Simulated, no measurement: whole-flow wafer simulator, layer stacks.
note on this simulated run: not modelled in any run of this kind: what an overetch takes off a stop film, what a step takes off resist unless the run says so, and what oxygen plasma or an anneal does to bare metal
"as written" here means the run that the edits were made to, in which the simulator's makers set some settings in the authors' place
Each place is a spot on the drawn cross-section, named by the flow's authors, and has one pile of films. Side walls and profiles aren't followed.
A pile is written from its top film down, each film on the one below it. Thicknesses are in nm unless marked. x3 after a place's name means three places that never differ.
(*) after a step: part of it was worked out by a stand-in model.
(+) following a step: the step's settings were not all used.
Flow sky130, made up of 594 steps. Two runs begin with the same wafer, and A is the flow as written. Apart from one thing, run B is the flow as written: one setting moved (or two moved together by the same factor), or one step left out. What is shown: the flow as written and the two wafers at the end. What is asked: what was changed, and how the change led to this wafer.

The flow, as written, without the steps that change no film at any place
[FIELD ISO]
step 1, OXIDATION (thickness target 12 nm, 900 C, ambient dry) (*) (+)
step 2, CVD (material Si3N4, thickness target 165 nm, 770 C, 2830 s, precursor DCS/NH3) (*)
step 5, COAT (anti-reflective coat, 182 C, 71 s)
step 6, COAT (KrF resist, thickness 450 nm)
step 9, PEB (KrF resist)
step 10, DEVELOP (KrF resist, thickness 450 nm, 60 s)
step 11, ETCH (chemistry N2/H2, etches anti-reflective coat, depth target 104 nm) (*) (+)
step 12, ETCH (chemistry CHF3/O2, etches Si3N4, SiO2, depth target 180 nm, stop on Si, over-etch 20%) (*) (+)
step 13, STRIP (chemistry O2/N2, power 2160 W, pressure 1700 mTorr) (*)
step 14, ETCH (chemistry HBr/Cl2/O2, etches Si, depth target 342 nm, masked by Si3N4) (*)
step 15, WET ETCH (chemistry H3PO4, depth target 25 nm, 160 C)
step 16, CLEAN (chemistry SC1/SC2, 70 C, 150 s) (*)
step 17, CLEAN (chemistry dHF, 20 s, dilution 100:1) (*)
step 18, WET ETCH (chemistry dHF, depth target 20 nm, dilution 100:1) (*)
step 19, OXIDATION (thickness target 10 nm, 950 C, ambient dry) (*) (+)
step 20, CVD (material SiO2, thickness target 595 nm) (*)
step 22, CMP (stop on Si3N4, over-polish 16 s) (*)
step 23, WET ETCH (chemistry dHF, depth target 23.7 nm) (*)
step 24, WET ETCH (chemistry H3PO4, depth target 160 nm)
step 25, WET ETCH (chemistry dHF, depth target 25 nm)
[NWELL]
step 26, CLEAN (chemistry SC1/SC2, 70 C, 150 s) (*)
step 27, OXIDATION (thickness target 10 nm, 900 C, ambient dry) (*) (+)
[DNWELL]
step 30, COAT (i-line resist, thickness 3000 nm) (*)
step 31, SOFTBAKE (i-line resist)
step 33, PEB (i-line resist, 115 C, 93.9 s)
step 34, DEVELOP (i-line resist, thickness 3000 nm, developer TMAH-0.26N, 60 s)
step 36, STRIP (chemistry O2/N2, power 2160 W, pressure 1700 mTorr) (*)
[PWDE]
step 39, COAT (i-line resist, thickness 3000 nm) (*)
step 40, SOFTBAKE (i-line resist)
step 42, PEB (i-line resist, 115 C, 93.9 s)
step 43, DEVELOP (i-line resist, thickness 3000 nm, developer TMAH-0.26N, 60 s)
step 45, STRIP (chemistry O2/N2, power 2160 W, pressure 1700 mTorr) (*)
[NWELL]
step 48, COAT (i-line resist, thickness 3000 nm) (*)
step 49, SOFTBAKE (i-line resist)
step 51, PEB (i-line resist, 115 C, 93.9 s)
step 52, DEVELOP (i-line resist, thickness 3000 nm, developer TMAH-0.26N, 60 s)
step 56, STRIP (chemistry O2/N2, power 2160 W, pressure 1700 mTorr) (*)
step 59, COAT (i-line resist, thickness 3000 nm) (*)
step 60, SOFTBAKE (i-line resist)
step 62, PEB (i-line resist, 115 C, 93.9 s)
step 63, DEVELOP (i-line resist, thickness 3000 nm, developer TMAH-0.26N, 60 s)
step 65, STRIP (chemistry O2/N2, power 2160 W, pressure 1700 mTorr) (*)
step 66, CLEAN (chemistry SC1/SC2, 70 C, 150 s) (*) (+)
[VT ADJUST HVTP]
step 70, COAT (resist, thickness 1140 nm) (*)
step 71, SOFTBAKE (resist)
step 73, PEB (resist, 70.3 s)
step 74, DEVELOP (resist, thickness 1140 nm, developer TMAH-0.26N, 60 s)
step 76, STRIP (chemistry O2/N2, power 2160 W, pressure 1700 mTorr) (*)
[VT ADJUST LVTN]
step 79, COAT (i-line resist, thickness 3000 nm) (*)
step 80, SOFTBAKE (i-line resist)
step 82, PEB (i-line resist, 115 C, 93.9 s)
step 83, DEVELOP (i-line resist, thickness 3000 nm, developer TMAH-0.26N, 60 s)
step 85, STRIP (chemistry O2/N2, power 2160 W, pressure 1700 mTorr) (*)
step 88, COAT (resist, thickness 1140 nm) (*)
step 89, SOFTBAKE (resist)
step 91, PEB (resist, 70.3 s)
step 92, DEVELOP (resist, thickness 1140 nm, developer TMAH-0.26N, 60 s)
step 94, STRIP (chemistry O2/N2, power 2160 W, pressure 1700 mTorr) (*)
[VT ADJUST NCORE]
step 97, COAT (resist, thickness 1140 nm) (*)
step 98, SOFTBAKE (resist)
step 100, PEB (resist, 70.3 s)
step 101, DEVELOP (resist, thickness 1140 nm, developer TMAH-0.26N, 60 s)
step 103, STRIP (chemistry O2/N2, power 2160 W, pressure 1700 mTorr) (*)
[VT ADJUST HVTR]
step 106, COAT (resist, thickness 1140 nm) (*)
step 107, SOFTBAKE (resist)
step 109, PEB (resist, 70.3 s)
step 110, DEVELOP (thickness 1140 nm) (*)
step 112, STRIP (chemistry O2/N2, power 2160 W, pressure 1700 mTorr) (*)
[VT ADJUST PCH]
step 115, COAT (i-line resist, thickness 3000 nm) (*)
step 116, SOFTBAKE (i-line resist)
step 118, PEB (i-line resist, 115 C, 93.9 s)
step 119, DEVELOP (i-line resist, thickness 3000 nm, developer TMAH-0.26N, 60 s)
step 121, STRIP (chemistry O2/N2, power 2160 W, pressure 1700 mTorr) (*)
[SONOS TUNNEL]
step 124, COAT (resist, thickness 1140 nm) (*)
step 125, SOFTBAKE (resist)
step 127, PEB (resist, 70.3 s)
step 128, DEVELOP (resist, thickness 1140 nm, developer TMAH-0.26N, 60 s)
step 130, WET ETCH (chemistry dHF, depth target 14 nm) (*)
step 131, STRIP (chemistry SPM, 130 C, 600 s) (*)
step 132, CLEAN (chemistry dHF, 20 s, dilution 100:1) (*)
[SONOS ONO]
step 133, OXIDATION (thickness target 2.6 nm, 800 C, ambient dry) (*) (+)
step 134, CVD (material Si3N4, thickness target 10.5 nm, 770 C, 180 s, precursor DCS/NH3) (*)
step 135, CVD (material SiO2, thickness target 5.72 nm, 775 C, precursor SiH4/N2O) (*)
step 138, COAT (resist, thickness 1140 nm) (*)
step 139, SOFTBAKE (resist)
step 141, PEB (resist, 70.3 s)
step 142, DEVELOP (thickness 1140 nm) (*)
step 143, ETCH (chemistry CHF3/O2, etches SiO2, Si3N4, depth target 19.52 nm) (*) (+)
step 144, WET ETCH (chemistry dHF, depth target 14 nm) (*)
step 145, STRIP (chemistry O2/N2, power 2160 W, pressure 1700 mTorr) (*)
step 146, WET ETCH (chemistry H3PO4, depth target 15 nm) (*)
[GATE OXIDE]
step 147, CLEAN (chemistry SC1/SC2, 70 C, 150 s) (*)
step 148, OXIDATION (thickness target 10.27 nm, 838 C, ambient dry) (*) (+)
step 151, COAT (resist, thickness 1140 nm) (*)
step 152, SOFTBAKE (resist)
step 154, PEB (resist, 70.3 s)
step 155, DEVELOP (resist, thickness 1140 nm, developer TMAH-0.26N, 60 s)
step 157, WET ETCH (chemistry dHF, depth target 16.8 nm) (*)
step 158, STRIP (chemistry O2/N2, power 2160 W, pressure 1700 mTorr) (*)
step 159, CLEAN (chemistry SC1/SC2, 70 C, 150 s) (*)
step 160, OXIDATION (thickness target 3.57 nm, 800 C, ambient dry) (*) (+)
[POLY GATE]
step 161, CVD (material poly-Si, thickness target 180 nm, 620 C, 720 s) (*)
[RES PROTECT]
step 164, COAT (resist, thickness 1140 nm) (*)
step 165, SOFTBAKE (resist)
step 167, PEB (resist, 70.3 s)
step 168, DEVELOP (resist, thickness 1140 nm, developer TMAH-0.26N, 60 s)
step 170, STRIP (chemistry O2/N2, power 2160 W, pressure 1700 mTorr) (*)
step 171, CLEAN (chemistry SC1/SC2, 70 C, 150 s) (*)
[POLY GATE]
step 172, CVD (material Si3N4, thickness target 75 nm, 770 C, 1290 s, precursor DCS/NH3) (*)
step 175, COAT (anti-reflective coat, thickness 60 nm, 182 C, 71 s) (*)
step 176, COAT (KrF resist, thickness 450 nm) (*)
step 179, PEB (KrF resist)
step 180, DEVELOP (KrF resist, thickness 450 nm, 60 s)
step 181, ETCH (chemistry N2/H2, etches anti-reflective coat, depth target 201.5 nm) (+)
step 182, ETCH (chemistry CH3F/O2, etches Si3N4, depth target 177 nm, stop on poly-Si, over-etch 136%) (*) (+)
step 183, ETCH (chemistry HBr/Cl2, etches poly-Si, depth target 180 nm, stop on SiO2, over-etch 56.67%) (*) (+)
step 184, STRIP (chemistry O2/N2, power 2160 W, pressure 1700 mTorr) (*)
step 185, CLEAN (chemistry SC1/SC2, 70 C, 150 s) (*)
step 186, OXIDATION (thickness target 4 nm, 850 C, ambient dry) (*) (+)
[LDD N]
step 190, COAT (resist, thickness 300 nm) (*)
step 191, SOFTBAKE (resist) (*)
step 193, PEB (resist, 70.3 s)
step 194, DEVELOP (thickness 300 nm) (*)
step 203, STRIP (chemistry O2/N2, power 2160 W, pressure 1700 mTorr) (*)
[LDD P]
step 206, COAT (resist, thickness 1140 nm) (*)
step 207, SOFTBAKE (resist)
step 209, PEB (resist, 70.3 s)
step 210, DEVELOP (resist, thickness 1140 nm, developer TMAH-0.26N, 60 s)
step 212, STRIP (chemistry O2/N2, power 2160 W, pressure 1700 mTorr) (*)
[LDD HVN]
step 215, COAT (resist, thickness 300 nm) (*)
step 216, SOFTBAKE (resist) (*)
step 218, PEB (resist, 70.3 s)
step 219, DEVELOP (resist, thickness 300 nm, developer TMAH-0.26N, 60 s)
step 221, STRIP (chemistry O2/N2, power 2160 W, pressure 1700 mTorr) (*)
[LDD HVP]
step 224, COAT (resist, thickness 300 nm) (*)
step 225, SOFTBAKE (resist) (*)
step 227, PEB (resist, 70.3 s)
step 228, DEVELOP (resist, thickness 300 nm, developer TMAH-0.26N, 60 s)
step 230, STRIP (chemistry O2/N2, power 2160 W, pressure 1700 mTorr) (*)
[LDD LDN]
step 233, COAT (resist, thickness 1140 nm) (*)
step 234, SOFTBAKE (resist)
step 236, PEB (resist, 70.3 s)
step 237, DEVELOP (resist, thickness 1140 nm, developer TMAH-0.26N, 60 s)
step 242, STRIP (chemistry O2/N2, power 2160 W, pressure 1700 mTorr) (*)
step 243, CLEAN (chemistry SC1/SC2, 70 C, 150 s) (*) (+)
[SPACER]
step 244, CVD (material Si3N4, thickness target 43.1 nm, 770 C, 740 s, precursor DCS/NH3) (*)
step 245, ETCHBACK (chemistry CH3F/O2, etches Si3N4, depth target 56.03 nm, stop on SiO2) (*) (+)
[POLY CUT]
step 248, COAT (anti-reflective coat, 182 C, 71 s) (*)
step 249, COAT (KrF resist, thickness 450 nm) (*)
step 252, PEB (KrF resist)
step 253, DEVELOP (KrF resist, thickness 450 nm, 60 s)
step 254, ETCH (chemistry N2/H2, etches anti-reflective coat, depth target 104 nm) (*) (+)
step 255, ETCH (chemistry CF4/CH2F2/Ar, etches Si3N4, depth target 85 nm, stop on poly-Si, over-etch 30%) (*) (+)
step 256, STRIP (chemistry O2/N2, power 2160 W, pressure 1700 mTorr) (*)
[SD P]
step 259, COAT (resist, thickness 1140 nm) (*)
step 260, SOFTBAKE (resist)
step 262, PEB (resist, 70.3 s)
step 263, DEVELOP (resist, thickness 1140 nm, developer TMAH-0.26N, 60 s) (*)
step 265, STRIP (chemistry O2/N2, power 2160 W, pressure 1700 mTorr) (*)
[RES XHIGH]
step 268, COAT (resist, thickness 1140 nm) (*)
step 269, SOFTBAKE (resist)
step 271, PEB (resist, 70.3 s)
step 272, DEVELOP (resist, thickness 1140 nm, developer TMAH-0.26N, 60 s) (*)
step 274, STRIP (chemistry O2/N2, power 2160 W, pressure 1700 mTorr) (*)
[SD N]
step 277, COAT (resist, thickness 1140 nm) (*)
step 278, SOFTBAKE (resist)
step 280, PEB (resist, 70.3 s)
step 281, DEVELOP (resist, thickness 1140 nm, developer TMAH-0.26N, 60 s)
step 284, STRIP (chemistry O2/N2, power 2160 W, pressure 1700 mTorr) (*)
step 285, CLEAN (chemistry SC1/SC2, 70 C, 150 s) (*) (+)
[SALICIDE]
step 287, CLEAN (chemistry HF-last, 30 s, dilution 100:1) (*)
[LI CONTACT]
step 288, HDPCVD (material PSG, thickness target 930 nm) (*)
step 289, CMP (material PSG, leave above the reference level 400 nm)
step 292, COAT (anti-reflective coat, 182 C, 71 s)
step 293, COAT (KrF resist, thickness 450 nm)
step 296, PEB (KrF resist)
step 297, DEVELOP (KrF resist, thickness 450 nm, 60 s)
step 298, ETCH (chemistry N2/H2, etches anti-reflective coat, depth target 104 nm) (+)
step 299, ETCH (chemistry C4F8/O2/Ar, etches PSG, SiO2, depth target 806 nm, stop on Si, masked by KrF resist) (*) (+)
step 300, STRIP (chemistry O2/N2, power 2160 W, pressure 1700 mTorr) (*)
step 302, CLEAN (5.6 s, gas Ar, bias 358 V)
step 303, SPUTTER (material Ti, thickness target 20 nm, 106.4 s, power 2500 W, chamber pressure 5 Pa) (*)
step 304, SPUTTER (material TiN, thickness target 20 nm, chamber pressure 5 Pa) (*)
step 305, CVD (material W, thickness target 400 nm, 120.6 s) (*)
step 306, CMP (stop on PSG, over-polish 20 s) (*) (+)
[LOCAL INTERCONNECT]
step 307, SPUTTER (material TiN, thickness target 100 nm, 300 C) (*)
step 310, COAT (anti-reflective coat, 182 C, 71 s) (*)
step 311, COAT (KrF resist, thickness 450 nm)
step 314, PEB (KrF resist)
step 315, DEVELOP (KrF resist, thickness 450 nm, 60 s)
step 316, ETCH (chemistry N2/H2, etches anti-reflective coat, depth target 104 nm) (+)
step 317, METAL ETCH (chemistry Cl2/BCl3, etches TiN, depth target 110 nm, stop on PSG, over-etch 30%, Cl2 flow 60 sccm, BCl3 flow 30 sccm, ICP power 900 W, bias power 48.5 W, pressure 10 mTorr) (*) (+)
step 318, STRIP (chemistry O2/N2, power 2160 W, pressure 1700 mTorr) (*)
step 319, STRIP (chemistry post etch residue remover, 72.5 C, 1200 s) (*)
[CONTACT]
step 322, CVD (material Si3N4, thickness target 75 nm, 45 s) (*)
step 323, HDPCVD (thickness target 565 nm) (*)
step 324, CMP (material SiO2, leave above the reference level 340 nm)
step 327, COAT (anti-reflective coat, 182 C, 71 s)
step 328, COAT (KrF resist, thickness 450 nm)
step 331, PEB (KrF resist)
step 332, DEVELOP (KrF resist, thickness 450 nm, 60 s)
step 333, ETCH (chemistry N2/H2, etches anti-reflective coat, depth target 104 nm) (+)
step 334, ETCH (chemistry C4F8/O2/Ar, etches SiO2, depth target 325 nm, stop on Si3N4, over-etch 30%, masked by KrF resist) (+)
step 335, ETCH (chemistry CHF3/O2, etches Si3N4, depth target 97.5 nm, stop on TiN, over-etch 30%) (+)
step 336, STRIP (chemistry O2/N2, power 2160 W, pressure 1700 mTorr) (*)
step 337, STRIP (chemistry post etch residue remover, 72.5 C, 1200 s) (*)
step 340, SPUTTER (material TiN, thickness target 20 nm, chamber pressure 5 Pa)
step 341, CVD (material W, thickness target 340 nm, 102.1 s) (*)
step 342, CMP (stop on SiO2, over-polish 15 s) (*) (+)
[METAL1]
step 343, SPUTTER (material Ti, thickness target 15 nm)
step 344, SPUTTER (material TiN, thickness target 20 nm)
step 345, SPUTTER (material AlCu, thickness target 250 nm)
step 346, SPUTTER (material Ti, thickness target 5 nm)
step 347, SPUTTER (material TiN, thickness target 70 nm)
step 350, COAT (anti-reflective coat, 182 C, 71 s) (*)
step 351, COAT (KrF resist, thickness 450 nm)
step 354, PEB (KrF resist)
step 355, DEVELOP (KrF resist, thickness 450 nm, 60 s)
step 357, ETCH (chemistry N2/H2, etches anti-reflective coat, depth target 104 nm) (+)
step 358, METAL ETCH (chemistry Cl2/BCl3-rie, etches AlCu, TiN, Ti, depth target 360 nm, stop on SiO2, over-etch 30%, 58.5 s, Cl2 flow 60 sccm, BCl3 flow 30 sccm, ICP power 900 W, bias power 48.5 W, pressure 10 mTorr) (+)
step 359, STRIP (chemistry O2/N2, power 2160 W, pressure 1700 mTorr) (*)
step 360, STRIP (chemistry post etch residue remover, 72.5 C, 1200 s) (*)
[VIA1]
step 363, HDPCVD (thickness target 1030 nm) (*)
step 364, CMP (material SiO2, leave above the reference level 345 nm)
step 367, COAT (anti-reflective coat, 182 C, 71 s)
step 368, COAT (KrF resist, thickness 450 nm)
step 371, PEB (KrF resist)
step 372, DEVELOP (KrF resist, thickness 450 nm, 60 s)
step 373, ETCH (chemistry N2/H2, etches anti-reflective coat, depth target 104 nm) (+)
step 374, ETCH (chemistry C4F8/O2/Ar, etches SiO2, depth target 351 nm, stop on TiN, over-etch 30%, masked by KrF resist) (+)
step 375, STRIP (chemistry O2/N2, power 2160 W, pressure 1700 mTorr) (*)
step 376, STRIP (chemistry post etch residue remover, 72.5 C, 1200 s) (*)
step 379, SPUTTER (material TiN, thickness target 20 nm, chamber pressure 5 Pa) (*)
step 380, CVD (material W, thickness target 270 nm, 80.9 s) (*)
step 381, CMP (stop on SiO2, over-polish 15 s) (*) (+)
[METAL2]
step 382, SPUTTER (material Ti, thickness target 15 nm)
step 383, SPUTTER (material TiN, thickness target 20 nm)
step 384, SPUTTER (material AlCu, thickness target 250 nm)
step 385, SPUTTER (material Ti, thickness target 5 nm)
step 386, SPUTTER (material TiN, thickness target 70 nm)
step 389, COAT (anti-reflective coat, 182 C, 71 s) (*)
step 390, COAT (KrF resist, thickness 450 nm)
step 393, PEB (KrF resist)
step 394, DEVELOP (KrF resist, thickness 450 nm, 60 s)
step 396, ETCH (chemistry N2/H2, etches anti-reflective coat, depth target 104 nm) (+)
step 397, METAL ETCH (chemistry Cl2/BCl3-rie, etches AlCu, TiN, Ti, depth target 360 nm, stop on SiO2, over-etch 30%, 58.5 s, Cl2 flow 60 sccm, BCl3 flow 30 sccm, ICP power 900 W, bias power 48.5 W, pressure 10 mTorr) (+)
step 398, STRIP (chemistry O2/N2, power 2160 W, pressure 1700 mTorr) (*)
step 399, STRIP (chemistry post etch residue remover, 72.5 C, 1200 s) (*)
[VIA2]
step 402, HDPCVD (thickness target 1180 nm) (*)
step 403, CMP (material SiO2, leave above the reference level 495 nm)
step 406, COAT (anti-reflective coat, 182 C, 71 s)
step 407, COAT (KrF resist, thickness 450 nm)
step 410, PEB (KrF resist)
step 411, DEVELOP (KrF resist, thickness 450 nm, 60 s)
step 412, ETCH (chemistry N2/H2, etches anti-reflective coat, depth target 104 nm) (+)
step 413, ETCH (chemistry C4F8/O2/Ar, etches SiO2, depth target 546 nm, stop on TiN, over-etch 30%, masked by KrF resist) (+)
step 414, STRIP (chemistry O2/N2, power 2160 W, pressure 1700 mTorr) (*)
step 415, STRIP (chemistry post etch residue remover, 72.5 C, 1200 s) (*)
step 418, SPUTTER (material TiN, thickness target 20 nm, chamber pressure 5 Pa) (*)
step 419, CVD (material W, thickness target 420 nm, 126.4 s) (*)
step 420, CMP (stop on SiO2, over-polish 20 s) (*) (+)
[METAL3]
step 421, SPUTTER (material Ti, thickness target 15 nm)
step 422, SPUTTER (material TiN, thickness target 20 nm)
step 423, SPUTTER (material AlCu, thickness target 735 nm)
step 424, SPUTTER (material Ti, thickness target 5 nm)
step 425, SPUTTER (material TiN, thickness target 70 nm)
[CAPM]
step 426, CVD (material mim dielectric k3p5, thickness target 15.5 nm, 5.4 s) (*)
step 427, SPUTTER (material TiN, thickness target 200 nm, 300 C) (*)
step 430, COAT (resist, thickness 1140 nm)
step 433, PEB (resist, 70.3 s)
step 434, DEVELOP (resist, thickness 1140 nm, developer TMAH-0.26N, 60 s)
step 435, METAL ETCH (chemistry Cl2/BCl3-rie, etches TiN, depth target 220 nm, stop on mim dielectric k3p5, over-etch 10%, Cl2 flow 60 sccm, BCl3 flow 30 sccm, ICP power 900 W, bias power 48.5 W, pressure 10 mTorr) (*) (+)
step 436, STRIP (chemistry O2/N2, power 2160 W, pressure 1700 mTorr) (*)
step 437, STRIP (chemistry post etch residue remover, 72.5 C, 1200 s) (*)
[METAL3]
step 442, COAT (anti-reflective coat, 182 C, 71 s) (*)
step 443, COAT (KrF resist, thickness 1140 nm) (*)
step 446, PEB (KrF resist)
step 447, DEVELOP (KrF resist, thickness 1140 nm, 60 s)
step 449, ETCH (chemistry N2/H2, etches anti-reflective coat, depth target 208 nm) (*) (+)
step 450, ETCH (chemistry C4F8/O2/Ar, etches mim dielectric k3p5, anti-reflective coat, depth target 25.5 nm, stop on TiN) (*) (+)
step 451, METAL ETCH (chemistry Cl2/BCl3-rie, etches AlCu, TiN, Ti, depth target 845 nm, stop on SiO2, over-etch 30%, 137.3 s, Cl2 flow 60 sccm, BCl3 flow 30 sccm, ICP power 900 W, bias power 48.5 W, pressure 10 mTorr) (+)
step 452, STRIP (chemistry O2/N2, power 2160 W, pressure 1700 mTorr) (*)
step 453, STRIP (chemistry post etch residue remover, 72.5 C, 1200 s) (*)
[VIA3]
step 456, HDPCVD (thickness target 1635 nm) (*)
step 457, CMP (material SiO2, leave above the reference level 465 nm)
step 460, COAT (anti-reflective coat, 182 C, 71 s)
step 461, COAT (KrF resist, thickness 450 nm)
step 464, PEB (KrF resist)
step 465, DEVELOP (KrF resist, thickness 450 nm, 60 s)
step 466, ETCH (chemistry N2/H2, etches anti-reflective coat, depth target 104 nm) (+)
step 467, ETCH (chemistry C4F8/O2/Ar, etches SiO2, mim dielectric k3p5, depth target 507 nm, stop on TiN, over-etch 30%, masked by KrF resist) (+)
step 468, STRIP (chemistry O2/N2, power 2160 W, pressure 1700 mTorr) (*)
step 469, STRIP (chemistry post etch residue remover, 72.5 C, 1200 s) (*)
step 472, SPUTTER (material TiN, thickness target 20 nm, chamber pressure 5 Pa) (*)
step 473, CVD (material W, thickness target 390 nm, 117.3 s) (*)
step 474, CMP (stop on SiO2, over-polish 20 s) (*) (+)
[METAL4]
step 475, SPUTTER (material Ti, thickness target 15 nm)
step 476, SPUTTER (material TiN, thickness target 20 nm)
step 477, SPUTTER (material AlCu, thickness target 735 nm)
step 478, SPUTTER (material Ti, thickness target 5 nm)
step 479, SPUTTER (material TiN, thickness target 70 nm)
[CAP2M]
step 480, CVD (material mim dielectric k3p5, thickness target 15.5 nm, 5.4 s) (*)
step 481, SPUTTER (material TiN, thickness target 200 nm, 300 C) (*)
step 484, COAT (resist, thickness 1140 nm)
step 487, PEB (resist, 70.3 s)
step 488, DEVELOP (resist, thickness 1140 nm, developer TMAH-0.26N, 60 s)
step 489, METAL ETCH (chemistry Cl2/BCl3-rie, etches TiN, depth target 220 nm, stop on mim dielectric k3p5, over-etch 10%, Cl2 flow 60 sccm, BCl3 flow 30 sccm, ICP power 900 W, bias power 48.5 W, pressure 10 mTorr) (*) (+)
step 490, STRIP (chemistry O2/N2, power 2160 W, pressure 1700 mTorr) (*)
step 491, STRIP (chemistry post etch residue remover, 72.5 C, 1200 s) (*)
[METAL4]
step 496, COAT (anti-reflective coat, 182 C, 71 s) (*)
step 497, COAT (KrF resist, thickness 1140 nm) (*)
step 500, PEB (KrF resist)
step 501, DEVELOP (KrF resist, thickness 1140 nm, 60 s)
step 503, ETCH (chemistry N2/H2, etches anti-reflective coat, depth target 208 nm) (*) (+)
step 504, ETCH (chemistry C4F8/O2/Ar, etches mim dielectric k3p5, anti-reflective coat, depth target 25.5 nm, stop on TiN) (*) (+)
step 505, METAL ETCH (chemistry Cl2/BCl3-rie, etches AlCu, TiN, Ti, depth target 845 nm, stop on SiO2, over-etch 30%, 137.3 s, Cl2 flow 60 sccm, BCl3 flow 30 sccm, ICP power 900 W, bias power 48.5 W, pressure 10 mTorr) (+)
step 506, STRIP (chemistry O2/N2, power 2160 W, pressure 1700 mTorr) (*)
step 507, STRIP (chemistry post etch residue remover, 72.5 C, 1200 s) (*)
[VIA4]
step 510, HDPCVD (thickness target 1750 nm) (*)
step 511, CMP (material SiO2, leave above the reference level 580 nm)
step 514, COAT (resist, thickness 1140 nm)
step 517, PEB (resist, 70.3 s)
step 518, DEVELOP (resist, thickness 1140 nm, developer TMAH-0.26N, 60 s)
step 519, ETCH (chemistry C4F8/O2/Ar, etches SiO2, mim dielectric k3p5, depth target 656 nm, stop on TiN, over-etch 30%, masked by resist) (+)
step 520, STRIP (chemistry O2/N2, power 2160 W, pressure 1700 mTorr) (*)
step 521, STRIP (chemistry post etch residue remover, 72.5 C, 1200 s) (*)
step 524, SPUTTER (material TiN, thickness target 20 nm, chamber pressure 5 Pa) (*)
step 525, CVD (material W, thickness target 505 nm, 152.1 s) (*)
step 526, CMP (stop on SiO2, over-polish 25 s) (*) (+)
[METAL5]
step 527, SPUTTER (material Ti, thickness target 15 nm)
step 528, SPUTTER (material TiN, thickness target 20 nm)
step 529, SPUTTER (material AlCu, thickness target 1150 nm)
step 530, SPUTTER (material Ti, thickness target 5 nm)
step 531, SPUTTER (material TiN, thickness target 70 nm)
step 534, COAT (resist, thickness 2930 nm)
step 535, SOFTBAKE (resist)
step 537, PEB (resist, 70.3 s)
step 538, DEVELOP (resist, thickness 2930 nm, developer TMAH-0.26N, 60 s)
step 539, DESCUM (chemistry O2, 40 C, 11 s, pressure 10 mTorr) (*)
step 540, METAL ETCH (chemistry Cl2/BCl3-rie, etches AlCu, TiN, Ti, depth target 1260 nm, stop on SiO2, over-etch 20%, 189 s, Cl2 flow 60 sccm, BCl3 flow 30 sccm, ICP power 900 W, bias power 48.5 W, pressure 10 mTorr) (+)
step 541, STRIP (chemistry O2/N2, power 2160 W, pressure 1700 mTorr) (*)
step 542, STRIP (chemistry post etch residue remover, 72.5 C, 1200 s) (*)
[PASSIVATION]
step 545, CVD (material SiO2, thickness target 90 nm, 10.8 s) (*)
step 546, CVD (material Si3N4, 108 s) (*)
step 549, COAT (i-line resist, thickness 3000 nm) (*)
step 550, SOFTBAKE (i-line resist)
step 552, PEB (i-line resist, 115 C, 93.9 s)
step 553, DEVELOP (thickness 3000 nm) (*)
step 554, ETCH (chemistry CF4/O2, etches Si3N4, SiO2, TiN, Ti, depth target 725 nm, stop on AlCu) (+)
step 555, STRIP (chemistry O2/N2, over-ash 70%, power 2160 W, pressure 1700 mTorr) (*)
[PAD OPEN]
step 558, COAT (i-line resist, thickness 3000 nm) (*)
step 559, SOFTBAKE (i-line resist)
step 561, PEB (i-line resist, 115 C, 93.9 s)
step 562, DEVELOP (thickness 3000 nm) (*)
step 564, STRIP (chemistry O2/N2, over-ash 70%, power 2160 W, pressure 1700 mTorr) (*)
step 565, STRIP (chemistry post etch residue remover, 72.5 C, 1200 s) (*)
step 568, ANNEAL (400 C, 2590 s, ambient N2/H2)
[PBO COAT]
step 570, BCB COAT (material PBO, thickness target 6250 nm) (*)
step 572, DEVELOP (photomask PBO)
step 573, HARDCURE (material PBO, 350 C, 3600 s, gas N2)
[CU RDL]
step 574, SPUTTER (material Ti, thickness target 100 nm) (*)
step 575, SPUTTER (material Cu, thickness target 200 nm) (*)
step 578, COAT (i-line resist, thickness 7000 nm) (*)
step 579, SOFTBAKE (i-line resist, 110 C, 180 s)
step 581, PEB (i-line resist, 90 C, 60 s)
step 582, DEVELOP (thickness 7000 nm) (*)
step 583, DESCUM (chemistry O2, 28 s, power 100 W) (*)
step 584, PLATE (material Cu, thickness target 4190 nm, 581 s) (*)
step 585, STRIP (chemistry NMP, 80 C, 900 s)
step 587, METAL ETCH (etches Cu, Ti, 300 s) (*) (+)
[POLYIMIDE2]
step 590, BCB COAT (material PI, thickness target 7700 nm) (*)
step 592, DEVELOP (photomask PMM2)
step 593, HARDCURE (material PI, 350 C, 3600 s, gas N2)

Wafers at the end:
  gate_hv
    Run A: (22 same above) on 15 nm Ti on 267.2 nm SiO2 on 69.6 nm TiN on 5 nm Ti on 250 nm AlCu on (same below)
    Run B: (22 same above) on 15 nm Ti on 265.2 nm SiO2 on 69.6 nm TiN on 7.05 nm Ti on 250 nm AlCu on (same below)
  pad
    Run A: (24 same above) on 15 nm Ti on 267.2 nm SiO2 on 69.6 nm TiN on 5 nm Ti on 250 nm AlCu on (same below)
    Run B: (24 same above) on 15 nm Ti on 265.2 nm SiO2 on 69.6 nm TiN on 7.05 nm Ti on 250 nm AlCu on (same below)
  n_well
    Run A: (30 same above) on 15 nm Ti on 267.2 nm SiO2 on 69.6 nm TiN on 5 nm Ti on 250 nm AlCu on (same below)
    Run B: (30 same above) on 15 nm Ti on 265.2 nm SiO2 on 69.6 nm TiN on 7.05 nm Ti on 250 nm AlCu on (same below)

What caused this: step 346, SPUTTER: thickness target 7.05 nm was run, while the flow as written has thickness target 5 nm.
The wafer lets one read it off: gate_hv has Ti 7.05, and step 346 as written asks for 5 nm.

The path from the change to this, step by step:
  step 346, SPUTTER (material Ti, thickness target 5 nm)
      field, active, n_well and 188 more: A +5 Ti (new film) | B +7.05 Ti (new film)
  step 358, METAL ETCH (chemistry Cl2/BCl3-rie, etches AlCu, TiN, Ti, depth target 360 nm, stop on SiO2, over-etch 30%, 58.5 s, Cl2 flow 60 sccm, BCl3 flow 30 sccm, ICP power 900 W, bias power 48.5 W, pressure 10 mTorr) (+)
      field, active, gate and 81 more: A -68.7 TiN (all of it), -5 Ti (all of it), -250 AlCu (all of it), -20 TiN (all of it), -15 Ti (all of it), -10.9 SiO2 | B -68.7 TiN (all of it), -7.05 Ti (all of it), -250 AlCu (all of it), -20 TiN (all of it), -15 Ti (all of it), -10.7 SiO2
